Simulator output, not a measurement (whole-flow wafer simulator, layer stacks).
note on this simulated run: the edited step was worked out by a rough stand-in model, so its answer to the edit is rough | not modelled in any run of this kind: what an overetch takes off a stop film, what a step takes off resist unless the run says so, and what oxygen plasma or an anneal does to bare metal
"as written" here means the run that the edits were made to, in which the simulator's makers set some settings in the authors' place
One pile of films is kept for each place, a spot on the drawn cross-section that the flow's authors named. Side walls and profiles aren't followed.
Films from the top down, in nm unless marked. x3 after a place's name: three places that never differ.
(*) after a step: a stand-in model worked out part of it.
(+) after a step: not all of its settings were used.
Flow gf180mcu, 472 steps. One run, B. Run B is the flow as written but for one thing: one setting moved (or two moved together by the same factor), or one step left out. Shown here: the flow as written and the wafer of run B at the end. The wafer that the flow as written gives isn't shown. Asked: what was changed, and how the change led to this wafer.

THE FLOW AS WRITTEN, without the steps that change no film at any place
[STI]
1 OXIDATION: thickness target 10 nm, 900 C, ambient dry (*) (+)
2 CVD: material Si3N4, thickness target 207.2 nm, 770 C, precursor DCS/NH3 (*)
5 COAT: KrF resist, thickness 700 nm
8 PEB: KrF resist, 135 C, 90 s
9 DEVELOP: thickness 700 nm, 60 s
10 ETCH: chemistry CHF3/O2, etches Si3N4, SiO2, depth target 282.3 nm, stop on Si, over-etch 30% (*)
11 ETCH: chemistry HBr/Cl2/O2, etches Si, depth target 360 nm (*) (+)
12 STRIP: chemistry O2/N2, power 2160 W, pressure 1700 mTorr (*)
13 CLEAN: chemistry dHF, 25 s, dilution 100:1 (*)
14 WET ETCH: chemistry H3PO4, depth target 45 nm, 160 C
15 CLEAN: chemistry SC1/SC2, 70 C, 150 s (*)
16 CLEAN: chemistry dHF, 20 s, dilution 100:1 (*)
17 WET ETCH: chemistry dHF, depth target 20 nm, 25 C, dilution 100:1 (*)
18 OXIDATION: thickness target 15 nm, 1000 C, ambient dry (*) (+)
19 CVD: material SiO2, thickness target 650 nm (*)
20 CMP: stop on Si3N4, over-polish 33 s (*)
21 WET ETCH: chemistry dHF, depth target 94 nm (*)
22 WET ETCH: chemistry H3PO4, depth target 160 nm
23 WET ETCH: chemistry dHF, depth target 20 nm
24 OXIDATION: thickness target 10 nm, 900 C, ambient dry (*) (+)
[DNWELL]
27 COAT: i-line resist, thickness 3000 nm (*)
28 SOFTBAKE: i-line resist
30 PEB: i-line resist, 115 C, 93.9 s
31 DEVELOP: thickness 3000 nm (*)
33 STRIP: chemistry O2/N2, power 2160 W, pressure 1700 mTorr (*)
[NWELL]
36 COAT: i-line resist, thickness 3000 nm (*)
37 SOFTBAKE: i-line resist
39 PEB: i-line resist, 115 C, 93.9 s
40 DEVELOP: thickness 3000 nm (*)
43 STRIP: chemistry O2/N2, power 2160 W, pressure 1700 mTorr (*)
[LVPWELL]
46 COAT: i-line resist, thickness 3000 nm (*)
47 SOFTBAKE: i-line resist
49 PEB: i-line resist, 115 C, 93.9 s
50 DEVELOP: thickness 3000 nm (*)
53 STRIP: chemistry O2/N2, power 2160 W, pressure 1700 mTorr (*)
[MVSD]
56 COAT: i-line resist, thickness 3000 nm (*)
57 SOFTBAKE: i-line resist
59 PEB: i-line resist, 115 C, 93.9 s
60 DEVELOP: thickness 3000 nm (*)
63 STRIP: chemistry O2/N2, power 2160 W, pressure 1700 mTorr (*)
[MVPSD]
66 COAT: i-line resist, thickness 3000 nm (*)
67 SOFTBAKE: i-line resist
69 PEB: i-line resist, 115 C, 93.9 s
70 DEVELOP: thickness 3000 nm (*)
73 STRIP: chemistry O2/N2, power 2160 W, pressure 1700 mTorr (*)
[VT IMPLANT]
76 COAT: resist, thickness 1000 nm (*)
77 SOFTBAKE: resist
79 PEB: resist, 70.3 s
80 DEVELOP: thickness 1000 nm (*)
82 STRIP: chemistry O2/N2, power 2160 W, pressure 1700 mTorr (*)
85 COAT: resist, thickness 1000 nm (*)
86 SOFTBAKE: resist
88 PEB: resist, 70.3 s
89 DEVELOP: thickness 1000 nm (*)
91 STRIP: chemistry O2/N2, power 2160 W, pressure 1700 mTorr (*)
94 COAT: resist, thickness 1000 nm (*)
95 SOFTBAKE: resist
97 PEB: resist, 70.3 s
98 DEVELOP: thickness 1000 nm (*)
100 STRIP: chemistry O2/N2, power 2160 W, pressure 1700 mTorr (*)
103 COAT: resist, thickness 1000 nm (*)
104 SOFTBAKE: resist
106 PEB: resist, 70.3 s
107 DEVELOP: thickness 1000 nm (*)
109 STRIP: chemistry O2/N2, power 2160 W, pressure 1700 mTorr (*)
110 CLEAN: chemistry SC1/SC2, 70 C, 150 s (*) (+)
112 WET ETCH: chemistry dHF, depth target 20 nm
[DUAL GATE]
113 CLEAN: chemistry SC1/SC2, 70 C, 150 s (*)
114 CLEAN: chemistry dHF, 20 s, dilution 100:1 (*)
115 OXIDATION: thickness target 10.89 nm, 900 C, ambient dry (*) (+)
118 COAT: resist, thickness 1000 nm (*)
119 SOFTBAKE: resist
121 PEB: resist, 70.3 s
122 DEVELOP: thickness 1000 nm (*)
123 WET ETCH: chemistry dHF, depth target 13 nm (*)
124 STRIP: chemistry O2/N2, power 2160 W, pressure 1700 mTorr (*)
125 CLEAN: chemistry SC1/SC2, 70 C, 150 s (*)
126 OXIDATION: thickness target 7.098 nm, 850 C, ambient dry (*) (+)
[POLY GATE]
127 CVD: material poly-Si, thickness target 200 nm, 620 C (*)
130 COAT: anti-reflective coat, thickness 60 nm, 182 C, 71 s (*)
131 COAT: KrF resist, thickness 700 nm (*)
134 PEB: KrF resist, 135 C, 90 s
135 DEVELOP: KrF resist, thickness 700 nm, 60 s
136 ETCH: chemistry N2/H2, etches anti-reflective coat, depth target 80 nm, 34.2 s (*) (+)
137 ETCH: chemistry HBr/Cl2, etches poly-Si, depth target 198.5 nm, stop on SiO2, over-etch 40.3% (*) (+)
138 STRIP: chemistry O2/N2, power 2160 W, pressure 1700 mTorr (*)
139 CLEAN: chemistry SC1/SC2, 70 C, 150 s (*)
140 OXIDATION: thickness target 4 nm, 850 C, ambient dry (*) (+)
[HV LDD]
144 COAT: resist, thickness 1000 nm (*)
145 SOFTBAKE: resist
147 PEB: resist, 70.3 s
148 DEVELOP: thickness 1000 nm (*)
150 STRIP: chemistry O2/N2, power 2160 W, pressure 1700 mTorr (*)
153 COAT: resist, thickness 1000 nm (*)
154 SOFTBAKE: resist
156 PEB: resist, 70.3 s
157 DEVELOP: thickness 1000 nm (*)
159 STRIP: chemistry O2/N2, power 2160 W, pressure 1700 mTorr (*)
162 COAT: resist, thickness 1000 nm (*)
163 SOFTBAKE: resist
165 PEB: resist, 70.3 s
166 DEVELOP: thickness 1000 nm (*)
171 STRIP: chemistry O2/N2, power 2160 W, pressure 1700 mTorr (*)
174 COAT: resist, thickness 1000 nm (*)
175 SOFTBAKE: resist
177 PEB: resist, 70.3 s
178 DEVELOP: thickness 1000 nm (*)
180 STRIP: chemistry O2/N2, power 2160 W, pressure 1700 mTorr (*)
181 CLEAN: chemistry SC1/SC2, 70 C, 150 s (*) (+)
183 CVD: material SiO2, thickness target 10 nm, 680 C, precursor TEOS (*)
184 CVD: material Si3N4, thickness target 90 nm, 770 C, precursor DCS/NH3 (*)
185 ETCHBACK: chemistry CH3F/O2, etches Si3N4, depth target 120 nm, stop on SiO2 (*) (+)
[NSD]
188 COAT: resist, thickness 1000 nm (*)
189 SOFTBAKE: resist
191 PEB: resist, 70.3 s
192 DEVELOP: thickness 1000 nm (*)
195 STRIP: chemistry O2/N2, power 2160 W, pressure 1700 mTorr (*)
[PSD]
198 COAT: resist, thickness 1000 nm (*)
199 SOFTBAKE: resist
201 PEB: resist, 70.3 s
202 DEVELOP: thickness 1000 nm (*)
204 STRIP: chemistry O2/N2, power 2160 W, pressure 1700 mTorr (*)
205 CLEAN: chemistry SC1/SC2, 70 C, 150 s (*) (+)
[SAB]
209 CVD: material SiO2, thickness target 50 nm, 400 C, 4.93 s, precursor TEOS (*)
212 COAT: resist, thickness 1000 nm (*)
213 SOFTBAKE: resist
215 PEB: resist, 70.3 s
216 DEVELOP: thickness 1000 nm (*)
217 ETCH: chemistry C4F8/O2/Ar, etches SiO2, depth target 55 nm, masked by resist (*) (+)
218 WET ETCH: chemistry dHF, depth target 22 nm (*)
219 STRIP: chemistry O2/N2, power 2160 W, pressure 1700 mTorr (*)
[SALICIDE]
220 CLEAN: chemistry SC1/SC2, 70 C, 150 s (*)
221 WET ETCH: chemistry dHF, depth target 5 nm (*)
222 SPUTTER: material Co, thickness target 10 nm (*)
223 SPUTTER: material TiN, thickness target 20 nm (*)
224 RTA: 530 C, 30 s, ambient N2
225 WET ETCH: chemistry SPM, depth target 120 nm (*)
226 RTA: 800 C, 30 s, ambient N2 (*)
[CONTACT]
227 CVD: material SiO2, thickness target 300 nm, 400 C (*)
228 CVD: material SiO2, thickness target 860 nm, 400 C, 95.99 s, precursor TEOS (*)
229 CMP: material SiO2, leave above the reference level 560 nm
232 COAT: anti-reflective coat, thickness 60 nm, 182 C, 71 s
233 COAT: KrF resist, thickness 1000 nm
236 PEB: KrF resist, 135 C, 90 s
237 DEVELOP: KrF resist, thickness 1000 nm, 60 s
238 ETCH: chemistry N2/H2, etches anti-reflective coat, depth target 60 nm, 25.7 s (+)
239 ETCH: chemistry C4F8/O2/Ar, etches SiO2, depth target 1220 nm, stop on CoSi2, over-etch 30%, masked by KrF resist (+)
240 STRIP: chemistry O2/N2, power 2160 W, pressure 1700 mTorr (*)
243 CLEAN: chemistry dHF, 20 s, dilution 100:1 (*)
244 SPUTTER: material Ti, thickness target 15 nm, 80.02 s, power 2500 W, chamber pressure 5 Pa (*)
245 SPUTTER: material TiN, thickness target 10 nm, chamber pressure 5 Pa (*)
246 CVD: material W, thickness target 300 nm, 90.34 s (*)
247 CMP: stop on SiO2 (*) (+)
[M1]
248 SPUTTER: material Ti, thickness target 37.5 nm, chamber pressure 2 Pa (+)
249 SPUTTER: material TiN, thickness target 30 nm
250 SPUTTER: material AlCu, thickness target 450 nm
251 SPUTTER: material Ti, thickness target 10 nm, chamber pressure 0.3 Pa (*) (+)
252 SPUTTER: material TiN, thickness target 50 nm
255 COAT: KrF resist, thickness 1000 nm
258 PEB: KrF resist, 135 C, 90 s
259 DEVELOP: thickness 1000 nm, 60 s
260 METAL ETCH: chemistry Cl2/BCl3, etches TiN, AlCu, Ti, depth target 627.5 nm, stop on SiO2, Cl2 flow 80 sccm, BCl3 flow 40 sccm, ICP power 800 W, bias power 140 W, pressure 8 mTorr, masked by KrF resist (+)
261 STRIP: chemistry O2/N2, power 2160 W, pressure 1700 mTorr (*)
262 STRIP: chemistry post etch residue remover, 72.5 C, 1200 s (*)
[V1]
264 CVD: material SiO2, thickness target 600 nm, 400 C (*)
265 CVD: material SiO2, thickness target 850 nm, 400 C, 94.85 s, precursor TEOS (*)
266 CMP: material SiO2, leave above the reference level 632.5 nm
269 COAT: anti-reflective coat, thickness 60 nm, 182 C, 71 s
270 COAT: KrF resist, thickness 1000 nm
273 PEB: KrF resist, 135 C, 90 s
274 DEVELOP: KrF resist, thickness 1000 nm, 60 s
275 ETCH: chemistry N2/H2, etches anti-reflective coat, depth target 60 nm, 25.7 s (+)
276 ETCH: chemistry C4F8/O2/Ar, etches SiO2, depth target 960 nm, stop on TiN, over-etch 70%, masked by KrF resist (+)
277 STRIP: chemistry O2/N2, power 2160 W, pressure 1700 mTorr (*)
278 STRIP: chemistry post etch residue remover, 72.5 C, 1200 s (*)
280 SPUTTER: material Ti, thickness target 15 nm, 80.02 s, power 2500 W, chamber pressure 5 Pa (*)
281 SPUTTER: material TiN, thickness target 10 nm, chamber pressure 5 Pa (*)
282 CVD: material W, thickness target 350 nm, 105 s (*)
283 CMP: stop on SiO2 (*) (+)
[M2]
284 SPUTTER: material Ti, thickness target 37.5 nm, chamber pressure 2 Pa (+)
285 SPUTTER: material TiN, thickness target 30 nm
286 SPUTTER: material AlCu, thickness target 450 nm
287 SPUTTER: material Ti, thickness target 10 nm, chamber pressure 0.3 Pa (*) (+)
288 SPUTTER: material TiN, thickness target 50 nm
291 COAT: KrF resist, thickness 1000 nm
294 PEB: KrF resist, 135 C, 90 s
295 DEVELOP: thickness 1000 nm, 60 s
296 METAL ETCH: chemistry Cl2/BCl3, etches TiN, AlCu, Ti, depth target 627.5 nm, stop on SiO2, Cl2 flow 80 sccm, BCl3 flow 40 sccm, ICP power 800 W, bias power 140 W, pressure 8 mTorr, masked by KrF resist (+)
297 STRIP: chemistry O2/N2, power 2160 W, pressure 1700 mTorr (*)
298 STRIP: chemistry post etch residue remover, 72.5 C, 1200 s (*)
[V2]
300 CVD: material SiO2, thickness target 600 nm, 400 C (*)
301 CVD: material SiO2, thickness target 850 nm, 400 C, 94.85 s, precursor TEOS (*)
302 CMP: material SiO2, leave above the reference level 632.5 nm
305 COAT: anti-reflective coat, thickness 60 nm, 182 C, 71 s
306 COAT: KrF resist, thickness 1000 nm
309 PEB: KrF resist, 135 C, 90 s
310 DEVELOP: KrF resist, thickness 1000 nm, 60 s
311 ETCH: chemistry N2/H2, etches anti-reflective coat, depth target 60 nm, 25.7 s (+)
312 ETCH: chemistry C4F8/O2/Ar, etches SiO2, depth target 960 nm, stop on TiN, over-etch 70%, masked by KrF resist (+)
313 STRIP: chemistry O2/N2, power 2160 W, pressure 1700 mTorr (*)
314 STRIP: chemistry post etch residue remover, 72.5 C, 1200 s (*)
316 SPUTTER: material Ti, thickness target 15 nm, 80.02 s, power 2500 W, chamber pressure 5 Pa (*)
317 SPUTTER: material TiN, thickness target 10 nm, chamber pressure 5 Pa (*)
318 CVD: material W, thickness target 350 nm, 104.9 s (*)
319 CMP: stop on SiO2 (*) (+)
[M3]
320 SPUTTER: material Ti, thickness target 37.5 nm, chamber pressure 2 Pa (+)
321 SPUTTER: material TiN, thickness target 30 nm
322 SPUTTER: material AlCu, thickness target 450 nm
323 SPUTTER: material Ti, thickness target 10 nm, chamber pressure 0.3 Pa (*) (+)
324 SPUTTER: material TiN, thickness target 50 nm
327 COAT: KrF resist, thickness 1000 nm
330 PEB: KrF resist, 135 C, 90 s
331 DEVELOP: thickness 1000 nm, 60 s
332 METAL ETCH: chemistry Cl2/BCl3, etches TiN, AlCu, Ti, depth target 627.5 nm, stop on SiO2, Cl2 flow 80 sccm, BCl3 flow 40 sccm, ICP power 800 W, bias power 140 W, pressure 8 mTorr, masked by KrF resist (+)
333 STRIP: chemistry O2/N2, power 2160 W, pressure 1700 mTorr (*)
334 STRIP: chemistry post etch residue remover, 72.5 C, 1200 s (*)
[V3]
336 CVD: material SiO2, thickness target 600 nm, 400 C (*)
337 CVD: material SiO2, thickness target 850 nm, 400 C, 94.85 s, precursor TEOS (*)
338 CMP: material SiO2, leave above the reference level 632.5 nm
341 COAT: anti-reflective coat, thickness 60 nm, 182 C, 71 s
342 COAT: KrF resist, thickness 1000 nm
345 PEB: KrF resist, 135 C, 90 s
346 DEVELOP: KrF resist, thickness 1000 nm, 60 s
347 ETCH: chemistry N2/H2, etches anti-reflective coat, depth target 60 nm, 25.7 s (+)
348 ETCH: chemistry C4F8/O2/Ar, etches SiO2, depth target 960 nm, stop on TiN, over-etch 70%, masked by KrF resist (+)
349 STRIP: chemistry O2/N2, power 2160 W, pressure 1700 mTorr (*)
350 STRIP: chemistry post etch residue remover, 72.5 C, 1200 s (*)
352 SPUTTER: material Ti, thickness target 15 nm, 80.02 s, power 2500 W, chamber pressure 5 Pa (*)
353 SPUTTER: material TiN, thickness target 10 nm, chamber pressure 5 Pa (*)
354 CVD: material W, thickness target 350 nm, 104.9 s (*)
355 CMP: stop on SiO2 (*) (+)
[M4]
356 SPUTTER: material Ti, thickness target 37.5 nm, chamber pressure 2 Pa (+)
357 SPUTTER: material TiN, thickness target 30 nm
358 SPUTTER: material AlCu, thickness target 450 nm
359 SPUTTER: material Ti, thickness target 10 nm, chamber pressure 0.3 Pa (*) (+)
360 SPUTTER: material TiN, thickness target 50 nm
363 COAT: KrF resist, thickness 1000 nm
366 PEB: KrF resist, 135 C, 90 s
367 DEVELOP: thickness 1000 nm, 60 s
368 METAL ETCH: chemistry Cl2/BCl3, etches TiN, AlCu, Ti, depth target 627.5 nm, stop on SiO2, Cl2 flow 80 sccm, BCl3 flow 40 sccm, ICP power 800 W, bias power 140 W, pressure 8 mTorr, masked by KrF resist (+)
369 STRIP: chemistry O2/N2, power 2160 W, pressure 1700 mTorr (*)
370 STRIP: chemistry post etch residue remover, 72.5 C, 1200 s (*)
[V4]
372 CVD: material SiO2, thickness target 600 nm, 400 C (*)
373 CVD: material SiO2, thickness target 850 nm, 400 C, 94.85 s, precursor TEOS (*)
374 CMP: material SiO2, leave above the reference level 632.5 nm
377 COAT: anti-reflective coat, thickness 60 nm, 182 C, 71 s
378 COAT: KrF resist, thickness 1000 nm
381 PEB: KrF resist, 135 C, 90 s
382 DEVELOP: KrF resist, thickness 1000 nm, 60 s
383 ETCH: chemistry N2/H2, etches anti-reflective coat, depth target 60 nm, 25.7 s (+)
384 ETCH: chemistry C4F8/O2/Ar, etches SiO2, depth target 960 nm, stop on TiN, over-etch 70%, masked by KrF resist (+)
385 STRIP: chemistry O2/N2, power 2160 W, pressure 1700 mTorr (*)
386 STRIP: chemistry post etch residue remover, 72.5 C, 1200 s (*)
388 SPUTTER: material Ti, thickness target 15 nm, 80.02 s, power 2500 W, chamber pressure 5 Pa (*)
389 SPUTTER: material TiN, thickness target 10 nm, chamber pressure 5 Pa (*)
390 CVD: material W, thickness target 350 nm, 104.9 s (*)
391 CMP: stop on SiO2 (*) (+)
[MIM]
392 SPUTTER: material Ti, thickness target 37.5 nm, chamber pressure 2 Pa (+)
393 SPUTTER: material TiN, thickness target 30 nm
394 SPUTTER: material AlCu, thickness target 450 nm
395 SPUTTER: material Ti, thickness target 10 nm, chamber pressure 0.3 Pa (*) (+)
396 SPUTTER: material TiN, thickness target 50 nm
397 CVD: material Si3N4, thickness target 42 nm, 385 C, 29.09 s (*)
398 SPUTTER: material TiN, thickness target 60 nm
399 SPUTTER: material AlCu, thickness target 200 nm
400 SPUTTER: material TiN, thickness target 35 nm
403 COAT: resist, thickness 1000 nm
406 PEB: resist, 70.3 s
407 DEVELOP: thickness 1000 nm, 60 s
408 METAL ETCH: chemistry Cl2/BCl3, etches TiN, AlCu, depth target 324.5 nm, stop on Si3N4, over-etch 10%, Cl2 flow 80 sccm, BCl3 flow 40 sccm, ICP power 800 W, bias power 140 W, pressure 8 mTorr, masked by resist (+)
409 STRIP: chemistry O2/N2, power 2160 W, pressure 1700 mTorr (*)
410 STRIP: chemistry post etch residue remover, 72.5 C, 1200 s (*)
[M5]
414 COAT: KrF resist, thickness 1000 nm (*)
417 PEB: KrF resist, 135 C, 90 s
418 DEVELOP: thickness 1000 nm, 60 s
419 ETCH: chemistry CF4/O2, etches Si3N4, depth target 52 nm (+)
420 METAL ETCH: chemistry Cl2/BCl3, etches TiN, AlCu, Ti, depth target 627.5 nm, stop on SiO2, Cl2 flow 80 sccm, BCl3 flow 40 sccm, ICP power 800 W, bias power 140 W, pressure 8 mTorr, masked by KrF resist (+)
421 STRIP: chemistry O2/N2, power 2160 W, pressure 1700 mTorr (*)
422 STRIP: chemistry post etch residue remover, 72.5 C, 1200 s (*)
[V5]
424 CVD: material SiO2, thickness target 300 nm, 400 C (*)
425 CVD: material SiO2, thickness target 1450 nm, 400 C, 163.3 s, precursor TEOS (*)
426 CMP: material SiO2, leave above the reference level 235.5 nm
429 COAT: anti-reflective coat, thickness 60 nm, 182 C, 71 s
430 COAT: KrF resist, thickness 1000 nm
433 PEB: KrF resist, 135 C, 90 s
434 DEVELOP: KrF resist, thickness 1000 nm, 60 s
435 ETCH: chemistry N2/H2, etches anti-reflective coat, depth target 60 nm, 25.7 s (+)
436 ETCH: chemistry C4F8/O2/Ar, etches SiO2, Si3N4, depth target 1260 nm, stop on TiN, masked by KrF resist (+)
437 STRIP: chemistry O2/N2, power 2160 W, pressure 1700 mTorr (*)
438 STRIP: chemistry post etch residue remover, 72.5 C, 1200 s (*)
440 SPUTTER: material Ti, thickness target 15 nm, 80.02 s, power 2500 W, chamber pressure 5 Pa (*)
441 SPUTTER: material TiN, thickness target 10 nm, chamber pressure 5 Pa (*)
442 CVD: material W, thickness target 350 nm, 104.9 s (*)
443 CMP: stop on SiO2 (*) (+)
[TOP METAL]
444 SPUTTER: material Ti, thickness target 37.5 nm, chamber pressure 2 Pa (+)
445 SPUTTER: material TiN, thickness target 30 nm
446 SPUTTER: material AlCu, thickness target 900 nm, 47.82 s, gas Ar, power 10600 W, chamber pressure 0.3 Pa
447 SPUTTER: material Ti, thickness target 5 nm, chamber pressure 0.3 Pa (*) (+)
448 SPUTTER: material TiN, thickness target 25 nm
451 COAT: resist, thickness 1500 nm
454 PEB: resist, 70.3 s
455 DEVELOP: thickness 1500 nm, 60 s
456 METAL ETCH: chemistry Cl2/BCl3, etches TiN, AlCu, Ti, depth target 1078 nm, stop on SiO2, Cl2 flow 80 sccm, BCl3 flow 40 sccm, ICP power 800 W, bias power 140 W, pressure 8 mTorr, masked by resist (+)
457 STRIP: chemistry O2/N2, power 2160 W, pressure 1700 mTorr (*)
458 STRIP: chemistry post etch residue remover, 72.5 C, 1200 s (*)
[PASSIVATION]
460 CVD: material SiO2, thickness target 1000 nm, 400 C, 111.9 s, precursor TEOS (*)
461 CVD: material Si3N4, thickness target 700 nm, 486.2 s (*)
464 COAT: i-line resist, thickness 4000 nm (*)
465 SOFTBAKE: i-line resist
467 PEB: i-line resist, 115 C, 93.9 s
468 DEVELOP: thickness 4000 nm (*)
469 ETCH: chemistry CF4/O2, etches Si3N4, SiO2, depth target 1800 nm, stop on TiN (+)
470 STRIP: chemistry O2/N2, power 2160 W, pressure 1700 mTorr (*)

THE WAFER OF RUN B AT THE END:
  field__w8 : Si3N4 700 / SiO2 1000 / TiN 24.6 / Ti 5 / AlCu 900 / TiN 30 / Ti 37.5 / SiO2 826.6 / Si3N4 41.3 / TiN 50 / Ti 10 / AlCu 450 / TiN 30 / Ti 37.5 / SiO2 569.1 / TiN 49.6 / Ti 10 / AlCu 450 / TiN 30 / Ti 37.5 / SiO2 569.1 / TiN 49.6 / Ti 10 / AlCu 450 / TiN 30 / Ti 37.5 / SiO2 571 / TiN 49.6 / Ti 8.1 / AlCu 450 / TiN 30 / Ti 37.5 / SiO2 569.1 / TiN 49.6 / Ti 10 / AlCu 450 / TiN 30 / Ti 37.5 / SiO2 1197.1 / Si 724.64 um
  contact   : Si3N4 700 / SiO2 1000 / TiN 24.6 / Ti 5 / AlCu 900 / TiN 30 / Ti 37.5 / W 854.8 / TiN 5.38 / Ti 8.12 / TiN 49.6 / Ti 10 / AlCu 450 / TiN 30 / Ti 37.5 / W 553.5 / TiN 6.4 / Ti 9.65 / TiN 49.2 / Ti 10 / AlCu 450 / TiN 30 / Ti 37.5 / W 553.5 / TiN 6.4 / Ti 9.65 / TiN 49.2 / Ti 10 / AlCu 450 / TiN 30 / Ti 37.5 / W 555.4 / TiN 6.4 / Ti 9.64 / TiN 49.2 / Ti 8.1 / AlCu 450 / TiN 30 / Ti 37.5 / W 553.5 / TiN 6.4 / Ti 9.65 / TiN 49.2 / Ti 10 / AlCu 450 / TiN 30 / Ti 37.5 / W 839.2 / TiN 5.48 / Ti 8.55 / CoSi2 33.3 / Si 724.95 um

The cause: step 287, SPUTTER: thickness target 8.1 nm was run, where the flow has thickness target 10 nm.
It can be read off the wafer: field__w8 has Ti 8.1, and step 287 as written asks for 10 nm.

How the change led to this, step by step:
  287 SPUTTER: material Ti, thickness target 10 nm, chamber pressure 0.3 Pa (*) (+)
      field, field__w1, field__w2 and 108 more: Ti +8.1 (new film) (as written it would be: Ti +10 (new film))
  296 METAL ETCH: chemistry Cl2/BCl3, etches TiN, AlCu, Ti, depth target 627.5 nm, stop on SiO2, Cl2 flow 80 sccm, BCl3 flow 40 sccm, ICP power 800 W, bias power 140 W, pressure 8 mTorr, masked by KrF resist (+)
      field, field__w1, field__w2 and 103 more: TiN -50 (all of it), Ti -8.1 (all of it), AlCu -450 (all of it), TiN -30 (all of it), Ti -37.5 (all of it) (as written it would be: TiN -50 (all of it), Ti -10 (all of it), AlCu -450 (all of it), TiN -30 (all of it), Ti -37.5 (all of it))
